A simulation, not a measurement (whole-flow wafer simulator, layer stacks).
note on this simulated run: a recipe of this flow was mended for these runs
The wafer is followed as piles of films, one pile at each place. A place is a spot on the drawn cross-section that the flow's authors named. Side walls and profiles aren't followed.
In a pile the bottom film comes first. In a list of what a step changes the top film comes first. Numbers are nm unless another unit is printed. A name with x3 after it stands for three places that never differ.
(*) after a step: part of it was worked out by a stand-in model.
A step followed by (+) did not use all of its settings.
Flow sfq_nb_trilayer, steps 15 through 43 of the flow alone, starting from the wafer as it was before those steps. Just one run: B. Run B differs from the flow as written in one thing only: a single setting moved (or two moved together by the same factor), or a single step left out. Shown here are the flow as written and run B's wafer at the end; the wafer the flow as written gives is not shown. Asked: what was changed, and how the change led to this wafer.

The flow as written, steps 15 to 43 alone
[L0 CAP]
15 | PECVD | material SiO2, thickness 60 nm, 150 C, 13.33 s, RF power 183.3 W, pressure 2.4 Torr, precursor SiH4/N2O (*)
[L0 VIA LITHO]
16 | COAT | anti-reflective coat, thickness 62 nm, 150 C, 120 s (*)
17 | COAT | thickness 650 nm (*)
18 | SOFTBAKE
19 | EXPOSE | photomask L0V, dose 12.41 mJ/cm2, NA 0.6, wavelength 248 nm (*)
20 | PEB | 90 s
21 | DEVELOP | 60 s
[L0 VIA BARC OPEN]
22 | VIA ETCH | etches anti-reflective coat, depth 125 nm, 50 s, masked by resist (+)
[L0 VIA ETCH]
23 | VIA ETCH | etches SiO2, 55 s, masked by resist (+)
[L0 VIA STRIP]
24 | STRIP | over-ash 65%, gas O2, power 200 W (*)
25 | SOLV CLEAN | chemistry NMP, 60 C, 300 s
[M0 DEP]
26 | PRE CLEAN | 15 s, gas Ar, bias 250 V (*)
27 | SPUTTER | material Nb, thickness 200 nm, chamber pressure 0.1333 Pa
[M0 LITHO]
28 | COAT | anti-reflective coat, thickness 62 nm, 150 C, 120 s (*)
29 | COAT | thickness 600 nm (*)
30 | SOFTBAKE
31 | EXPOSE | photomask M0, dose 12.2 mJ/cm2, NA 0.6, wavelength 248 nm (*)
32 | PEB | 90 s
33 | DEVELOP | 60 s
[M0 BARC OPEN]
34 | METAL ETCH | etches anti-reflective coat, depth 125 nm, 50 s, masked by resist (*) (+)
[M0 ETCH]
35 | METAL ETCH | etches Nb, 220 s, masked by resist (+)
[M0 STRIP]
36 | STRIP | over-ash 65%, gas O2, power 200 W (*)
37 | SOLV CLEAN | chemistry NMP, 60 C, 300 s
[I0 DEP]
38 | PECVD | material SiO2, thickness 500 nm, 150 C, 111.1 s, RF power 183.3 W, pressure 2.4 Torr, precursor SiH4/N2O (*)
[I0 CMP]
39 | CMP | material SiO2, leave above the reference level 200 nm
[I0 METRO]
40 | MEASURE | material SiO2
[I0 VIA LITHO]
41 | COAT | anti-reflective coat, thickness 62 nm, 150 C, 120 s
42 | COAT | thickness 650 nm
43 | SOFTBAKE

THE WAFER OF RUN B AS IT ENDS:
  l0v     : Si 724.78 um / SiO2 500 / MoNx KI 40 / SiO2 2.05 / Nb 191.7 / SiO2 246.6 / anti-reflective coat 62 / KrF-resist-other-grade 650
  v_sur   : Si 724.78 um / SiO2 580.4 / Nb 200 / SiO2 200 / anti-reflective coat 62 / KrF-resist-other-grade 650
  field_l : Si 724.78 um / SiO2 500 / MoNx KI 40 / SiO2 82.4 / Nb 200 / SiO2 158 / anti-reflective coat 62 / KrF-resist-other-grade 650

What caused this: step 15, PECVD: thickness 87.38 nm was run, while the flow as written has thickness 60 nm; step 15, PECVD: 19.42 s was run, where the flow has 13.33 s.

How this came from the change, step by step:
  15 | PECVD | material SiO2, thickness 60 nm, 150 C, 13.33 s, RF power 183.3 W, pressure 2.4 Torr, precursor SiH4/N2O (*)
      v_sur, via_wl, via_w and 97 more: +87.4 SiO2 (in the flow as written it would be: +60 SiO2)
      field_l, l0_sur, l0v, l0r_line_l, l0r_line_c, l0r_line_r: +87.4 SiO2 (new film) (in the flow as written it would be: +60 SiO2 (new film))
  23 | VIA ETCH | etches SiO2, 55 s, masked by resist (+)
      l0v: -80 SiO2 (in the flow as written it would be: -59.7 SiO2 (all of it), -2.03 MoNx KI)
  26 | PRE CLEAN | 15 s, gas Ar, bias 250 V (*)
      l0v: -5 SiO2 (in the flow as written it would be: -2.91 MoNx KI)
  28 | COAT | anti-reflective coat, thickness 62 nm, 150 C, 120 s (*)
      ln_m6: +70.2 anti-reflective coat (new film) (in the flow as written it would be: +67.9 anti-reflective coat (new film))
      lsp_r: +73.1 anti-reflective coat (new film) (in the flow as written it would be: +71.1 anti-reflective coat (new film))
      (and at 2 other places as well)
  29 | COAT | thickness 600 nm (*)
      l0v: +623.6 KrF-resist-other-grade (new film) (in the flow as written it would be: +609.5 KrF-resist-other-grade (new film))
  36 | STRIP | over-ash 65%, gas O2, power 200 W (*)
      ln_m6: -367.5 KrF-resist-other-grade (all of it), -70.2 anti-reflective coat (all of it) (in the flow as written it would be: -369.9 KrF-resist-other-grade (all of it), -67.9 anti-reflective coat (all of it))
      lsp_r: -365.3 KrF-resist-other-grade (all of it), -73.1 anti-reflective coat (all of it) (in the flow as written it would be: -368.6 KrF-resist-other-grade (all of it), -71.1 anti-reflective coat (all of it))
      (and at 2 other places as well)
  39 | CMP | material SiO2, leave above the reference level 200 nm
      l0v: -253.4 SiO2 (in the flow as written it would be: -277.4 SiO2)
If metal films that touch count as one body, l0v has 2 bodies (between them, from the top down: SiO2 2.05); the flow as written gives 1 body.
